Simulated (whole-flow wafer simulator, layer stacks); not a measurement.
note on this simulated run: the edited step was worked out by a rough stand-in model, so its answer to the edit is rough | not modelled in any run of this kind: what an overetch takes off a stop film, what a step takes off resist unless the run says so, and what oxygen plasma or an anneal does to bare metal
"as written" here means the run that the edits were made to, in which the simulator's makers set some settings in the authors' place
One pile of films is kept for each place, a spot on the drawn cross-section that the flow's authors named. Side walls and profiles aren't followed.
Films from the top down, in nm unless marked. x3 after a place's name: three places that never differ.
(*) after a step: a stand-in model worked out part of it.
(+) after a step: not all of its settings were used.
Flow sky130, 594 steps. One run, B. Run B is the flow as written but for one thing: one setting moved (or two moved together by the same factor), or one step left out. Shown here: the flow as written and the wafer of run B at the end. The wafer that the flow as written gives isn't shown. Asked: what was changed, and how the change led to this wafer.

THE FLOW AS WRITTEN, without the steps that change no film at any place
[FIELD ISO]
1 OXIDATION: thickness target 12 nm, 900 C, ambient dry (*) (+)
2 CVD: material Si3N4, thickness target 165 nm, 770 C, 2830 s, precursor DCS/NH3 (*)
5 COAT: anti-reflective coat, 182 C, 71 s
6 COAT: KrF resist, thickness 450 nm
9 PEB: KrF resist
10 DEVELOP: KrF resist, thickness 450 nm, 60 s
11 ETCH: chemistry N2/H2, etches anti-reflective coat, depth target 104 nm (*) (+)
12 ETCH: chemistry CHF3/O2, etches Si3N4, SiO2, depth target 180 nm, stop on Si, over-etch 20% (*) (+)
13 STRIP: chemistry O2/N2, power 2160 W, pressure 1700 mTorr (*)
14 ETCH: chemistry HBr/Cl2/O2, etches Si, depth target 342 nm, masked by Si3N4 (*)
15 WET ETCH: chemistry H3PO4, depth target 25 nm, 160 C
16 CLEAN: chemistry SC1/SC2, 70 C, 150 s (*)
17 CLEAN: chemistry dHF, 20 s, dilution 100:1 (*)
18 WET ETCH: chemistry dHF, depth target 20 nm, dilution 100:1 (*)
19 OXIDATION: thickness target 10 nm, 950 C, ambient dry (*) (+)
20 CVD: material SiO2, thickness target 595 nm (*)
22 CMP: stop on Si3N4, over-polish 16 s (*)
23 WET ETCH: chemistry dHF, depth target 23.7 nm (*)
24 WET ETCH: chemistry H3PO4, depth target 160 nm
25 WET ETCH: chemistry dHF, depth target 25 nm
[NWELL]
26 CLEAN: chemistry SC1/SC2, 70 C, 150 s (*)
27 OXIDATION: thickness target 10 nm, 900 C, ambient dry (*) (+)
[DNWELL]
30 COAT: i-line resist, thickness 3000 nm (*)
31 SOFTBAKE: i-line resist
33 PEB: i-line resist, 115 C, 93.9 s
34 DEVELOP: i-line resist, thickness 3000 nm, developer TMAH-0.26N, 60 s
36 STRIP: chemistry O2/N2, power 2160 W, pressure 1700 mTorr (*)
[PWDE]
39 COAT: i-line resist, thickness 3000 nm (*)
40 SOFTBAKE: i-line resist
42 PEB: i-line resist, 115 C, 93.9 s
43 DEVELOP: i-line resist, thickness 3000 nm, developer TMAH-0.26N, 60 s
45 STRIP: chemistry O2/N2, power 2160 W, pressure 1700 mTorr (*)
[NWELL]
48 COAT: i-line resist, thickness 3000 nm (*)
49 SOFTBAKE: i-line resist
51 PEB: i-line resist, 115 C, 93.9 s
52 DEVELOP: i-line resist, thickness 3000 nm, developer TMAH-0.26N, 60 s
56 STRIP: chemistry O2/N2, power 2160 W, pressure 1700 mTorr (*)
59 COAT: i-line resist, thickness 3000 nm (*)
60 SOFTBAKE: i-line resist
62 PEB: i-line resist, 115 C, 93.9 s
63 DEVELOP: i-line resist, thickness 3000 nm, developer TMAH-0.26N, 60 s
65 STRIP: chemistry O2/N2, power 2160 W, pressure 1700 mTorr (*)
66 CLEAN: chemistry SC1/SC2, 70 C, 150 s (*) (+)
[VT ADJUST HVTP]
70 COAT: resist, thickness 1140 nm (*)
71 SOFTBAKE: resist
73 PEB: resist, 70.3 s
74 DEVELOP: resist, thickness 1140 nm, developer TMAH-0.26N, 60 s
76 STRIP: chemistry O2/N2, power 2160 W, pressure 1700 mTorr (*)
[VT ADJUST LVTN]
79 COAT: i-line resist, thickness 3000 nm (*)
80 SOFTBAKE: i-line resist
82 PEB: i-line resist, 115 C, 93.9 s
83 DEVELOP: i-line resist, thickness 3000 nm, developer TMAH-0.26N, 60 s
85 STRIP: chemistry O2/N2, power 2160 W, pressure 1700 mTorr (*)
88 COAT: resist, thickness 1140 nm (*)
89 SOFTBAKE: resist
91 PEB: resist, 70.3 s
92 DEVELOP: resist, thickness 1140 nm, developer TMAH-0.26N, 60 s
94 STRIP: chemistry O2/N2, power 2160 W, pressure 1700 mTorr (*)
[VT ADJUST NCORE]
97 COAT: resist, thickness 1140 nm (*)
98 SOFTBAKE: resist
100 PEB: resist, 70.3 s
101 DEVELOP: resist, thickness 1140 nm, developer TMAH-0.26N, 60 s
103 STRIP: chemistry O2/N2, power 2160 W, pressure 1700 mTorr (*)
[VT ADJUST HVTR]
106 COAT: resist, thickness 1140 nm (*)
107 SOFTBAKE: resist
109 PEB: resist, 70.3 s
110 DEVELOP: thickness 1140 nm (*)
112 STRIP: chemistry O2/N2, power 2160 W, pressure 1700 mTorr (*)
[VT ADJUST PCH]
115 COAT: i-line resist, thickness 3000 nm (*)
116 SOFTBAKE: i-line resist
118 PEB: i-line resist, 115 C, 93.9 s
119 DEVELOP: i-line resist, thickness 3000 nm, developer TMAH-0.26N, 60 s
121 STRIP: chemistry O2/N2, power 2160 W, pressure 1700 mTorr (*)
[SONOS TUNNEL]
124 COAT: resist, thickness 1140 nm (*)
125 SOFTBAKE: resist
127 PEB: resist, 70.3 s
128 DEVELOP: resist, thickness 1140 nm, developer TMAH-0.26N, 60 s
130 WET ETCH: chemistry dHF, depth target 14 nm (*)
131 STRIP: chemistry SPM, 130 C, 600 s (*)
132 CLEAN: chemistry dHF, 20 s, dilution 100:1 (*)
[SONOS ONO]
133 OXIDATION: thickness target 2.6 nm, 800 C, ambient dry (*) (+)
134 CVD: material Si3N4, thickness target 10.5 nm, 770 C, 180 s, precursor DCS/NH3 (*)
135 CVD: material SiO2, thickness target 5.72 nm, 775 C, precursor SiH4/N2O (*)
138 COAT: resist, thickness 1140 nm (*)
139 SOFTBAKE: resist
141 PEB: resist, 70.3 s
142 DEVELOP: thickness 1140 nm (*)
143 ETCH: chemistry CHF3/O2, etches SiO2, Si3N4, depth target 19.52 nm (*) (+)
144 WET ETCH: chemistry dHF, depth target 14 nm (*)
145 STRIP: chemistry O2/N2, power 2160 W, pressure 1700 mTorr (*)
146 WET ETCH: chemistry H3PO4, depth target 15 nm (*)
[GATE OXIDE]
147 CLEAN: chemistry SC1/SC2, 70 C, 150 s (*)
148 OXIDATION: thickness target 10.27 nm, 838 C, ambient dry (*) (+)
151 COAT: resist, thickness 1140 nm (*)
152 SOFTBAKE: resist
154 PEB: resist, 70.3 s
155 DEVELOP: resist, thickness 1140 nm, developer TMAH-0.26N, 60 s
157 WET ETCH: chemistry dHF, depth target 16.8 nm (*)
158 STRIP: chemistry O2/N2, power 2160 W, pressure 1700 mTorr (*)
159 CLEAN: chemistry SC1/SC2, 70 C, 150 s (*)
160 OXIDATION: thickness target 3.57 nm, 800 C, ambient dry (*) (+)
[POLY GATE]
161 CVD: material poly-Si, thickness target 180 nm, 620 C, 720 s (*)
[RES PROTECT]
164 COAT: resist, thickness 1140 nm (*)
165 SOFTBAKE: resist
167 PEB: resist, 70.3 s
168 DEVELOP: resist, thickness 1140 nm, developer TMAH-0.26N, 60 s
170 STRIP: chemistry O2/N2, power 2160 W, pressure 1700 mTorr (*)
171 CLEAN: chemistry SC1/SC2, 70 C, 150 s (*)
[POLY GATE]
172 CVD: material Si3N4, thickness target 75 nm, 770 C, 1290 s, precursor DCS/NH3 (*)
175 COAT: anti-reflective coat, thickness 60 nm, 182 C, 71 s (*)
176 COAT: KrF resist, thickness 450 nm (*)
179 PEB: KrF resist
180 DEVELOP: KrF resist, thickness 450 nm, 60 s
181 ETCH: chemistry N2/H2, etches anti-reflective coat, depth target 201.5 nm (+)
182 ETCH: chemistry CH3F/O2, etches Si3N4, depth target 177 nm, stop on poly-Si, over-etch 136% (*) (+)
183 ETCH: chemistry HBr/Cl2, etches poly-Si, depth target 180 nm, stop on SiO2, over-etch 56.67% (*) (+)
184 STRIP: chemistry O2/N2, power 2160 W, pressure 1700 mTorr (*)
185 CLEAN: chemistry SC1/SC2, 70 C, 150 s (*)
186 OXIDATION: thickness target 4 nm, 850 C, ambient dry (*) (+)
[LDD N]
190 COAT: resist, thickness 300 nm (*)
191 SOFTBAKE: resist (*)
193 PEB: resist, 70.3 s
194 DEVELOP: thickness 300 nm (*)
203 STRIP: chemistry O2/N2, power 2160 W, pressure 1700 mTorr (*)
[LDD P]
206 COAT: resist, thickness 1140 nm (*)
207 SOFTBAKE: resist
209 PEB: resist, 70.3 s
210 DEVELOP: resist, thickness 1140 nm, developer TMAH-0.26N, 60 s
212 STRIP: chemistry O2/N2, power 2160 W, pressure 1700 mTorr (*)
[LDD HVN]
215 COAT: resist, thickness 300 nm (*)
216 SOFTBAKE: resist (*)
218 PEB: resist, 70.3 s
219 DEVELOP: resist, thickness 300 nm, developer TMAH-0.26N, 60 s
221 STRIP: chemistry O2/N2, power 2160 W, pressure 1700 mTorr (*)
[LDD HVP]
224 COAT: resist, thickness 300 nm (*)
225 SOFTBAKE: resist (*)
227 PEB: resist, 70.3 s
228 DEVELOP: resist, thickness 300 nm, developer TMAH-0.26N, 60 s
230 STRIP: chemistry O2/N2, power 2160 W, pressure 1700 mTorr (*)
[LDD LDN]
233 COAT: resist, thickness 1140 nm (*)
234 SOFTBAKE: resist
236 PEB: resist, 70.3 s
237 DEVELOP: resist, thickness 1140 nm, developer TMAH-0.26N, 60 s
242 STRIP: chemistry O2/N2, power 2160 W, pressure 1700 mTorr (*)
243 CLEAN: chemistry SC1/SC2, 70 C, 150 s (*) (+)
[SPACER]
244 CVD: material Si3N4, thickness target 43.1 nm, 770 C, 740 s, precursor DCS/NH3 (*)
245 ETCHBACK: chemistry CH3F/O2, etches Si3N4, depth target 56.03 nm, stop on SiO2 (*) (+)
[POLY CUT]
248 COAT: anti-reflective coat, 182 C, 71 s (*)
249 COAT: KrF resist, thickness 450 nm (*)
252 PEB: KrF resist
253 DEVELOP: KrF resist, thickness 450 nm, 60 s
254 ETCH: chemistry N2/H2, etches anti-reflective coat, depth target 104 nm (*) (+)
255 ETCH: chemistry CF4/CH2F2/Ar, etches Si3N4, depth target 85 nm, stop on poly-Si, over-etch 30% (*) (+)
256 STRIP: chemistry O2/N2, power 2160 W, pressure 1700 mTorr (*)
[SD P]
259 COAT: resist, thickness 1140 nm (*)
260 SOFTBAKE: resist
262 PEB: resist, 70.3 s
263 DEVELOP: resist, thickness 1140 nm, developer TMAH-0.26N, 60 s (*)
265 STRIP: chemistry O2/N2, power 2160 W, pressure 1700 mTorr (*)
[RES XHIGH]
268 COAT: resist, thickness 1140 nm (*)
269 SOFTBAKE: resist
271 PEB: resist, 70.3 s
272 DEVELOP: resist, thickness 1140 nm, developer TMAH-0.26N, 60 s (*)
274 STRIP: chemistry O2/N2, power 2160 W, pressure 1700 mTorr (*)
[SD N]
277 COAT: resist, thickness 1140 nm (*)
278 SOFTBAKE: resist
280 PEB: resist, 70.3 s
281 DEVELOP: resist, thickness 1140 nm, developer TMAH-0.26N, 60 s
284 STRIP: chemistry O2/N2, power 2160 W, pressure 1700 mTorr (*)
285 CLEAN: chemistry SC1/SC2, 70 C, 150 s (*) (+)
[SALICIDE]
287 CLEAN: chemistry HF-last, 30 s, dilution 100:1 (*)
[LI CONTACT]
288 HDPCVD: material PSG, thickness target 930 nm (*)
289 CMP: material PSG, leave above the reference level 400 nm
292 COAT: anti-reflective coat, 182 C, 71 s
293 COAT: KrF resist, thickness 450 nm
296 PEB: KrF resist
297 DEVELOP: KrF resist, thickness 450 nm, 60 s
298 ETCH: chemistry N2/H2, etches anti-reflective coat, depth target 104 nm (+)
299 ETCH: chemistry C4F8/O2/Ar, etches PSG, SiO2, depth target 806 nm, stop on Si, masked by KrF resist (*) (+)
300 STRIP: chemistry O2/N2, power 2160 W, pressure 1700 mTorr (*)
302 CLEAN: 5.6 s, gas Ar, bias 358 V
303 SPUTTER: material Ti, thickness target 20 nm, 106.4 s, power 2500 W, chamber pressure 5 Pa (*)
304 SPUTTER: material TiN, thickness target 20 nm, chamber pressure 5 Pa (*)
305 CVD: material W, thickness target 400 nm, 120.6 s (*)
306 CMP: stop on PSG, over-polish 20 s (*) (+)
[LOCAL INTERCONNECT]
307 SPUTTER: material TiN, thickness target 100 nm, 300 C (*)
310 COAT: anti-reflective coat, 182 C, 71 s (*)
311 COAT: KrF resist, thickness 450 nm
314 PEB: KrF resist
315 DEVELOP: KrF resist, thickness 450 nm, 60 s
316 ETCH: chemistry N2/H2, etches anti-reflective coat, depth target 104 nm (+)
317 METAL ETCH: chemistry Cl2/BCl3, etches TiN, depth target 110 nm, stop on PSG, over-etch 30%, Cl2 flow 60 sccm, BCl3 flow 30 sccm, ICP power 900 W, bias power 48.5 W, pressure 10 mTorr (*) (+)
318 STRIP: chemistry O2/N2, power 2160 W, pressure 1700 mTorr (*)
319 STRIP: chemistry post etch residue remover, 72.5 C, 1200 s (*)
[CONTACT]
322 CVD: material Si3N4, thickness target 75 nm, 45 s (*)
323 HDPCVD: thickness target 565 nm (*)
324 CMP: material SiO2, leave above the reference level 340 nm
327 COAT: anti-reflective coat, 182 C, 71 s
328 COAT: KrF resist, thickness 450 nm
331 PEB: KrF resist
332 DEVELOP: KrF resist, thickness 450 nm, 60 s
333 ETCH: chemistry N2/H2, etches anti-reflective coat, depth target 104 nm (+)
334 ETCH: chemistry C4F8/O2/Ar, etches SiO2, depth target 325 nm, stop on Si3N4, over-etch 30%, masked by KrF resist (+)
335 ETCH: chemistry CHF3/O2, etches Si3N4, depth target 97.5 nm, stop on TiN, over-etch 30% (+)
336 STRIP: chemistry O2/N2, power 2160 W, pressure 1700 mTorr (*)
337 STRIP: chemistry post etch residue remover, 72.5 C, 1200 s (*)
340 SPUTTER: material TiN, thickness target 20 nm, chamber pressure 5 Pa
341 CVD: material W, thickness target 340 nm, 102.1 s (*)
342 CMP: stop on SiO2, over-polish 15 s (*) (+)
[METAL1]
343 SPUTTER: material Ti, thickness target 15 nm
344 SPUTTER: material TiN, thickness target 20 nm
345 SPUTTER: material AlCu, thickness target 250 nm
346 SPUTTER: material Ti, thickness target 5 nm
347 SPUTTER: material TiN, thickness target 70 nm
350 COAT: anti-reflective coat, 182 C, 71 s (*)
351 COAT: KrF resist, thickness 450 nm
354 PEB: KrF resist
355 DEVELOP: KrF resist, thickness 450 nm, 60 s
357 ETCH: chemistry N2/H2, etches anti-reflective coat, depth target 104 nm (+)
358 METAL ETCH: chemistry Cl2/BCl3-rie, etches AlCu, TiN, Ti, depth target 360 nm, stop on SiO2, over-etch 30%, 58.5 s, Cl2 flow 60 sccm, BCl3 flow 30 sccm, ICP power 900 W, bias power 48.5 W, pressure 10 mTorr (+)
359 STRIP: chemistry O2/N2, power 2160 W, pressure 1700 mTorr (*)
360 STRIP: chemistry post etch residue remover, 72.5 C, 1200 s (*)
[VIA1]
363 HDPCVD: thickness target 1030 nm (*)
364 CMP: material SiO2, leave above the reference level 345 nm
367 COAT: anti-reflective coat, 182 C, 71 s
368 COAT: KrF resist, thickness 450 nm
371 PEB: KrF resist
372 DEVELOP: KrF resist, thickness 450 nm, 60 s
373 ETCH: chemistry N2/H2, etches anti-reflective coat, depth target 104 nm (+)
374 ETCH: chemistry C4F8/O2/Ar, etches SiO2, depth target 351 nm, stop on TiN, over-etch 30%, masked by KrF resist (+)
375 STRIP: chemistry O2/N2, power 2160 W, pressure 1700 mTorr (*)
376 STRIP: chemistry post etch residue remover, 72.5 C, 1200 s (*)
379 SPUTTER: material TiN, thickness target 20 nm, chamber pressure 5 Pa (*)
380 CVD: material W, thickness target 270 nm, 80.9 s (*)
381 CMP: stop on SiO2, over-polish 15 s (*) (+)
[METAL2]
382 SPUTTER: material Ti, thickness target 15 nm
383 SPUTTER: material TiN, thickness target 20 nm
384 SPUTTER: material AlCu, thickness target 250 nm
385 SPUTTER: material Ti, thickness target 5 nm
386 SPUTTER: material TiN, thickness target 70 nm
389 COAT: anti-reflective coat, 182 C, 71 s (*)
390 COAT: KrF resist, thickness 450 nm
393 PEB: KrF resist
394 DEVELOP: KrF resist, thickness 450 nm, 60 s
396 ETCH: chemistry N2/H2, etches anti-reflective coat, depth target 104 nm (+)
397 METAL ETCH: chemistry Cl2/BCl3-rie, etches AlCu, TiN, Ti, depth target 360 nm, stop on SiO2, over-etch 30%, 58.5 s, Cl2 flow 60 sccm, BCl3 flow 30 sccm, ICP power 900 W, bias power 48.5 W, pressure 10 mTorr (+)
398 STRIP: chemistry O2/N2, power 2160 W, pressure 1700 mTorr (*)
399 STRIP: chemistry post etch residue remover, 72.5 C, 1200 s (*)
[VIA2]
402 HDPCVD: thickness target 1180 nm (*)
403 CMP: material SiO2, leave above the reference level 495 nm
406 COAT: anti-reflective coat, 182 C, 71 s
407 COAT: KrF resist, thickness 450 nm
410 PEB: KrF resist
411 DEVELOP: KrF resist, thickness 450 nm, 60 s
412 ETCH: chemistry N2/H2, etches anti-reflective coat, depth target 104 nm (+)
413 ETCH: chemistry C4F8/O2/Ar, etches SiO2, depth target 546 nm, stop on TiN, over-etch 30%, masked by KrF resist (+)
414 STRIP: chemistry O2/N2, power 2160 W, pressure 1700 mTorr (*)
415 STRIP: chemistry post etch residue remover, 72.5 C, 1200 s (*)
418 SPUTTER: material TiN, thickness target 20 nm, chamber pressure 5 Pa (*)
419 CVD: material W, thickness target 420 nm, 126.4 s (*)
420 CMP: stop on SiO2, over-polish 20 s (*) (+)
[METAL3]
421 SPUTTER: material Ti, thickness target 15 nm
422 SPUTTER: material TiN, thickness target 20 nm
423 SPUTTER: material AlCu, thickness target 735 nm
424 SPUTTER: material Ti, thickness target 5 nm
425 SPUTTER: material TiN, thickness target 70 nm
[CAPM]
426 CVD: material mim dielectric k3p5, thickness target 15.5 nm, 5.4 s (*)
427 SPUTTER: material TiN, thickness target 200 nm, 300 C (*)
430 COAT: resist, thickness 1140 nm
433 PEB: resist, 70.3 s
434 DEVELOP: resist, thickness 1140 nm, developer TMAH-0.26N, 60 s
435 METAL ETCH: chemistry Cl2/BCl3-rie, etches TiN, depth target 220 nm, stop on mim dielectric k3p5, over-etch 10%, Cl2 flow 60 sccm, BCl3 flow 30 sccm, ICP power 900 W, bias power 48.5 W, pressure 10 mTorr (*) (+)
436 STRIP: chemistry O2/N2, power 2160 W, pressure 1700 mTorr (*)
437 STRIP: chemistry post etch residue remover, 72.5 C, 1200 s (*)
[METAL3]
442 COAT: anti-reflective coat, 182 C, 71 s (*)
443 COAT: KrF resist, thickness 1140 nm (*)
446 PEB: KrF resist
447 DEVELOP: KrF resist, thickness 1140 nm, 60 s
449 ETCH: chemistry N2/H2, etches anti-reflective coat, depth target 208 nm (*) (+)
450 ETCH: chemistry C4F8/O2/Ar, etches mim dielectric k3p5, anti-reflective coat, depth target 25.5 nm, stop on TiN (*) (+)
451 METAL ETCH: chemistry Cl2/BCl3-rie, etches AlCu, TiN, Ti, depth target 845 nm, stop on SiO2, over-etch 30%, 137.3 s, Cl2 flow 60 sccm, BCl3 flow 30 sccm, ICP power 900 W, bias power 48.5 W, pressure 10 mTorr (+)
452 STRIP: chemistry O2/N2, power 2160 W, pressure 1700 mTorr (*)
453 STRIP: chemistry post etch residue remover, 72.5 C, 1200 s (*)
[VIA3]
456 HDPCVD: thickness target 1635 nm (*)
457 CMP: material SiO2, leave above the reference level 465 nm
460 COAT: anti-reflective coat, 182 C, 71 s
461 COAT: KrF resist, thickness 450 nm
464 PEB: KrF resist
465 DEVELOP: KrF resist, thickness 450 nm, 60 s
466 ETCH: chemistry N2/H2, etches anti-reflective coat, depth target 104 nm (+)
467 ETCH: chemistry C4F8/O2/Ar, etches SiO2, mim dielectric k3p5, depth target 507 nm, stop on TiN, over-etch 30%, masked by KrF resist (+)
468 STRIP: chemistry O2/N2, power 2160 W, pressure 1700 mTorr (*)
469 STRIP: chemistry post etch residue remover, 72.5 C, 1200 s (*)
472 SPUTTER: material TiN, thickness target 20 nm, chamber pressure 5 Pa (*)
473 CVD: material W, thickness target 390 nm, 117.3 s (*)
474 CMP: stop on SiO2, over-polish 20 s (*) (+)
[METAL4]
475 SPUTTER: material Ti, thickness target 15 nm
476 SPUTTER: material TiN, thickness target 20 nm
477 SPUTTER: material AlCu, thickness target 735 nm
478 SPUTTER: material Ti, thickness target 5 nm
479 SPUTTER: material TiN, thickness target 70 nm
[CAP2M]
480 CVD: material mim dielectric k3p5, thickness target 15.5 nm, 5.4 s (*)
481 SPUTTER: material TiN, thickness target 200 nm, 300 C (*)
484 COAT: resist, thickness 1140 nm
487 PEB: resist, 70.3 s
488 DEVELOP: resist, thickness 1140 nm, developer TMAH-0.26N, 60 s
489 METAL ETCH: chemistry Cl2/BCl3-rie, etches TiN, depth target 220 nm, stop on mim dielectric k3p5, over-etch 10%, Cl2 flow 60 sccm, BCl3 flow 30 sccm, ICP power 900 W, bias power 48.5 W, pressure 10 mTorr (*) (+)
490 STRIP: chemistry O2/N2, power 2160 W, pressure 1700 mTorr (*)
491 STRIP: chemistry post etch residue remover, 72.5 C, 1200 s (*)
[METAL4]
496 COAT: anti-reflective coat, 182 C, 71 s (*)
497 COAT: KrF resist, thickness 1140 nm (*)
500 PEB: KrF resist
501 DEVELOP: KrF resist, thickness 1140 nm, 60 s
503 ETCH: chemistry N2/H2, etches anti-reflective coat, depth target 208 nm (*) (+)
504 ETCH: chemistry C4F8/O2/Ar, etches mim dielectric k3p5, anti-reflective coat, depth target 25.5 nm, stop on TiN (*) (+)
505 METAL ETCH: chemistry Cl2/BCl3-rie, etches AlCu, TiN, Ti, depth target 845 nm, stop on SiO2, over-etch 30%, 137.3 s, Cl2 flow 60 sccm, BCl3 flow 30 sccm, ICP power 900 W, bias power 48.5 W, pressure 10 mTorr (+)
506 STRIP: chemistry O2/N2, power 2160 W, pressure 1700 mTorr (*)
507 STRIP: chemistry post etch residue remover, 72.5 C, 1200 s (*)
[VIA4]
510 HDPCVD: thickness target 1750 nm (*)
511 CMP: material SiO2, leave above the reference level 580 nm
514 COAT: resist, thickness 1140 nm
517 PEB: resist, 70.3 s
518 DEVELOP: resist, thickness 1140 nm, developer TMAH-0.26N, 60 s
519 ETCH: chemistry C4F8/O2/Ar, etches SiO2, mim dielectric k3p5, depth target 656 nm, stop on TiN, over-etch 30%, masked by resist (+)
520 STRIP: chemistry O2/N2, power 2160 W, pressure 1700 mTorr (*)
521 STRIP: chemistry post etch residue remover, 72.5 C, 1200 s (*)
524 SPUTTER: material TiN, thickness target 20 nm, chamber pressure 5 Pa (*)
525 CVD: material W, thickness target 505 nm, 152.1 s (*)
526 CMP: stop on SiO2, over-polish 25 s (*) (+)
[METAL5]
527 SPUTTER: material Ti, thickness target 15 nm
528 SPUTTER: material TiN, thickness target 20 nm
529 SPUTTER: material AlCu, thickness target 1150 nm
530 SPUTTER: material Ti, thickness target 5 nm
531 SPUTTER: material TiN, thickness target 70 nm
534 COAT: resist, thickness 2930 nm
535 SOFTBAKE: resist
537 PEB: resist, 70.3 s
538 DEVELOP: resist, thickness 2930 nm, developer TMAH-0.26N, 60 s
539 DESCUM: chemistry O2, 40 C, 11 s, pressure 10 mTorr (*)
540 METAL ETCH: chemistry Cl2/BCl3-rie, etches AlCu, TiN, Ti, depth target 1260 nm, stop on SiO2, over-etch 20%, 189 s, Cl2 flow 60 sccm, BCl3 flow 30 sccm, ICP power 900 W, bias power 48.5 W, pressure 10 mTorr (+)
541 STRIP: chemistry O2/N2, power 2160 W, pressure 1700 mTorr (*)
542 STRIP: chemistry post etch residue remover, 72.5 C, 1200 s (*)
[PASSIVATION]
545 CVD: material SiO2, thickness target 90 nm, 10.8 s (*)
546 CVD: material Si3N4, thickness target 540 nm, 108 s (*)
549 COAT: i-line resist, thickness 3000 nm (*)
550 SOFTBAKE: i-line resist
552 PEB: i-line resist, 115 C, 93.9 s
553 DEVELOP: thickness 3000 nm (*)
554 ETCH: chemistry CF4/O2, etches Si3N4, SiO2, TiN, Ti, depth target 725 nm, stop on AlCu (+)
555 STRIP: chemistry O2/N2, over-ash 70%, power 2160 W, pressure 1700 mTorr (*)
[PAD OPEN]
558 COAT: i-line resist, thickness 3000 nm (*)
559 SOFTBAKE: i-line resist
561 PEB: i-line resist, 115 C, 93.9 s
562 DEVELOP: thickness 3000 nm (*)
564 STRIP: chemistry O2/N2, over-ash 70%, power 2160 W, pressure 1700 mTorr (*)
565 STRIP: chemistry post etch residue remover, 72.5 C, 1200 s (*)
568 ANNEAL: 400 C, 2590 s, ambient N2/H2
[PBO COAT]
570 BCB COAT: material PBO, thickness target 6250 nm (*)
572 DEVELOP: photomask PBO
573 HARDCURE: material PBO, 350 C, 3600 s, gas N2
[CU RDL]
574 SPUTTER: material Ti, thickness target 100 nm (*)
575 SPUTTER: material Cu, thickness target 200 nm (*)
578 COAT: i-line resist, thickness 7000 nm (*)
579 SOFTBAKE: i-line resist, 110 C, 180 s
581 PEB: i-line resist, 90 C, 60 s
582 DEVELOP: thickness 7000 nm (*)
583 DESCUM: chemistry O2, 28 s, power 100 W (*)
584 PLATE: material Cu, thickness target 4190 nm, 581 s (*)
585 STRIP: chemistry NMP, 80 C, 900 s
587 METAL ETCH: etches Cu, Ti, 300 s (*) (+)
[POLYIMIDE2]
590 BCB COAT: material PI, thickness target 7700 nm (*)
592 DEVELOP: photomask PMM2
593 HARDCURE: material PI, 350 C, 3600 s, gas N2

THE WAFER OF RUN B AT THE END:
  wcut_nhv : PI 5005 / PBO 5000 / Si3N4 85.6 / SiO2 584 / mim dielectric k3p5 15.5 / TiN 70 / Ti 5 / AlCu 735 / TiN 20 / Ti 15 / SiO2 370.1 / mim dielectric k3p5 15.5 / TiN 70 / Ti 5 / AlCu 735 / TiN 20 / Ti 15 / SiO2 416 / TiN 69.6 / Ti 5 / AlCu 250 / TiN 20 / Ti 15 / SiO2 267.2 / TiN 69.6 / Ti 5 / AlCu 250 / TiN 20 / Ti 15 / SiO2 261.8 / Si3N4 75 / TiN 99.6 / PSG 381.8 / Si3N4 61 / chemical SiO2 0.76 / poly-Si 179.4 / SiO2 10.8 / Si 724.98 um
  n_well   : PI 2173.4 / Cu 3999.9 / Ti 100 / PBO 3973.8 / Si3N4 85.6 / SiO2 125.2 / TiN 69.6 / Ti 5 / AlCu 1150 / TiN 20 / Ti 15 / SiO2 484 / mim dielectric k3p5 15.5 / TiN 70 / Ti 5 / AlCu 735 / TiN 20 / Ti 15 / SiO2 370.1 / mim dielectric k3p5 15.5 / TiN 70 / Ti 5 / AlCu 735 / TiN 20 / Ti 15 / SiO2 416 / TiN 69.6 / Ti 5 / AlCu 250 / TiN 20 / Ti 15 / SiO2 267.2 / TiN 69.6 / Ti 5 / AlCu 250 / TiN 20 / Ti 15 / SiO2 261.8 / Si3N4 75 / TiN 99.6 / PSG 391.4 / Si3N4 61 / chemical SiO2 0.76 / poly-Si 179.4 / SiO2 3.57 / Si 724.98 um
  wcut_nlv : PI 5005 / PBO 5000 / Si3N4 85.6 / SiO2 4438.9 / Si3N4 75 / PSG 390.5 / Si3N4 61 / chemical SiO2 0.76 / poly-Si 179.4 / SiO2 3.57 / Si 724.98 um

The cause: step 546, CVD: thickness target 292 nm was run, where the flow has thickness target 540 nm; step 546, CVD: 58.3 s was run, where the flow has 108 s.

How the change led to this, step by step:
  546 CVD: material Si3N4, thickness target 540 nm, 108 s (*)
      field, active, n_well and 190 more: Si3N4 +86 (new film) (as written it would be: Si3N4 +159.1 (new film))
  550 SOFTBAKE: i-line resist
      gate_p_lvt, iso_guard_hv_nw: i-line resist +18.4 (as written it would be: i-line resist +20.6)
      active: i-line resist +10.5 (as written it would be: i-line resist +12)
      (and at 59 more places)
  554 ETCH: chemistry CF4/O2, etches Si3N4, SiO2, TiN, Ti, depth target 725 nm, stop on AlCu (+)
      field, active, n_well and 189 more: i-line resist -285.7 (as written it would be: i-line resist -358.9)
      pad: Si3N4 -86 (all of it), SiO2 -125.2 (all of it), TiN -69.6 (all of it), Ti -5 (all of it) (as written it would be: Si3N4 -159.1 (all of it), SiO2 -125.2 (all of it), TiN -69.6 (all of it), Ti -5 (all of it))
  555 STRIP: chemistry O2/N2, over-ash 70%, power 2160 W, pressure 1700 mTorr (*)
      gate_hv, dice_street, iso_guard and 83 more: i-line resist -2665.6 (all of it) (as written it would be: i-line resist -2592.4 (all of it))
      n_well, p_well, sd_n, sd_p: i-line resist -1414 (all of it) (as written it would be: i-line resist -1340.8 (all of it))
      (and at 102 more places)
  558 COAT: i-line resist, thickness 3000 nm (*)
      pad: i-line resist +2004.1 (new film) (as written it would be: i-line resist +2077.7 (new film))
  559 SOFTBAKE: i-line resist
      gate_p_lvt, iso_guard_hv_nw: i-line resist +18.4 (as written it would be: i-line resist +20.6)
      field: i-line resist +10.9 (as written it would be: i-line resist +12.5)
      (and at 66 more places)
  561 PEB: i-line resist, 115 C, 93.9 s
      pad: i-line resist -30.9 (as written it would be: i-line resist -32.2)
  562 DEVELOP: thickness 3000 nm (*)
      pad: i-line resist -1973.2 (all of it) (as written it would be: i-line resist -2045.5 (all of it))
  578 COAT: i-line resist, thickness 7000 nm (*)
      pad: i-line resist +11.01 um (new film) (as written it would be: i-line resist +11.08 um (new film))
  579 SOFTBAKE: i-line resist, 110 C, 180 s
      ndiff_licon_rim, ndiff_licon: i-line resist -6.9 (as written it would be: i-line resist -8.01)
      mim: i-line resist -15.6 (as written it would be: i-line resist -16.8)
      (and at 29 more places)
  582 DEVELOP: thickness 7000 nm (*)
      pad: i-line resist -11.01 um (all of it) (as written it would be: i-line resist -11.08 um (all of it))
